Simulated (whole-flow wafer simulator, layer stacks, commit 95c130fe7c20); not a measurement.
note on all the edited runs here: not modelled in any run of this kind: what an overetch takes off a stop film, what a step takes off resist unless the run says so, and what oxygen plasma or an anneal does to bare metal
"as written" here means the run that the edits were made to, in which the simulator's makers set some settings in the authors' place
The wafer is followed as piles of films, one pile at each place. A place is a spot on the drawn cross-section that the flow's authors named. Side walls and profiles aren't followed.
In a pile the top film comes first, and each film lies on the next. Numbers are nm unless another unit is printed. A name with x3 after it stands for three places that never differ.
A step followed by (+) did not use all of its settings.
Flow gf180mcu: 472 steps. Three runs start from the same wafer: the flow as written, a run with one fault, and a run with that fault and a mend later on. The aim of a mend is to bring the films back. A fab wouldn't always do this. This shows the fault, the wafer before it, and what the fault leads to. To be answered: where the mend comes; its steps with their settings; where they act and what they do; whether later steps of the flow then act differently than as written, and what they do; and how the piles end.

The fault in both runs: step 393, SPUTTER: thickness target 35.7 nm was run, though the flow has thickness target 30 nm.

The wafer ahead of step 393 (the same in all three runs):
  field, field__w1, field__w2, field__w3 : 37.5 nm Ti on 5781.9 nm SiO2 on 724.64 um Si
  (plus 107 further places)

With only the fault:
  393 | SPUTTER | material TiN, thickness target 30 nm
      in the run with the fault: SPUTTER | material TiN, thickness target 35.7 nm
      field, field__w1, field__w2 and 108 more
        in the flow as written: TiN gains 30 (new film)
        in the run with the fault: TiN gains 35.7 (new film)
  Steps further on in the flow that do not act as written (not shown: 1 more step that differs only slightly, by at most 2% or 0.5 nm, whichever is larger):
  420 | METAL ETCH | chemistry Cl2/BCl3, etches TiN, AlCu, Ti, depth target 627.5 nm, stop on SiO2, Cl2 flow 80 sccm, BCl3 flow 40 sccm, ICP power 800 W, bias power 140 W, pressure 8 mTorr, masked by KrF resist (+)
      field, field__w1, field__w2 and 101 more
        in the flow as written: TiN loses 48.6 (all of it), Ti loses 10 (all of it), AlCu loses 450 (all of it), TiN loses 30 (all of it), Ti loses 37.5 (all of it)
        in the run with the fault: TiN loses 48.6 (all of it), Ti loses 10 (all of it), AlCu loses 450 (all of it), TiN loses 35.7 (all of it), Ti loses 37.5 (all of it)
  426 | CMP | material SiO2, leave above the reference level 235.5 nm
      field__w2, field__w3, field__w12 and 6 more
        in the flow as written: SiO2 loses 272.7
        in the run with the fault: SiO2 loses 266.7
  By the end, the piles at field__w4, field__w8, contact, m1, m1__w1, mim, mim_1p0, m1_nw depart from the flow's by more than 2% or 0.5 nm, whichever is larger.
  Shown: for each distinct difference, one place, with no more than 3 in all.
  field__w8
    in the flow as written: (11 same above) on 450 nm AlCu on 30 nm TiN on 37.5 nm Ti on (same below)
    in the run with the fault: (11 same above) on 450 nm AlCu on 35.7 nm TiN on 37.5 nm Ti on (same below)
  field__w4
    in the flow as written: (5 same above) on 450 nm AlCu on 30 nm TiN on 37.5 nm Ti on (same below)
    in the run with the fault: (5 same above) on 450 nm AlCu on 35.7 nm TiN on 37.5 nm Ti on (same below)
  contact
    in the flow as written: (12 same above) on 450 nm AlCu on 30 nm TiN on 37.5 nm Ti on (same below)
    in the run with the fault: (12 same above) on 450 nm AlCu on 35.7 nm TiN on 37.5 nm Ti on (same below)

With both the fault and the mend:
  After step 393 comes the mend.
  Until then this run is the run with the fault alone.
  393a | METAL ETCH | chemistry Cl2/BCl3, etches TiN, AlCu, Ti, depth target 5.7 nm, Cl2 flow 80 sccm, BCl3 flow 40 sccm, ICP power 800 W, bias power 140 W, pressure 8 mTorr (the flow's step 260, run once more with other settings)
      field, field__w1, field__w2 and 108 more
        TiN loses 5.7
  Later steps of the flow that are run all act as written at every place that is followed.
  At every place that both follow, the piles at the end match the flow's.
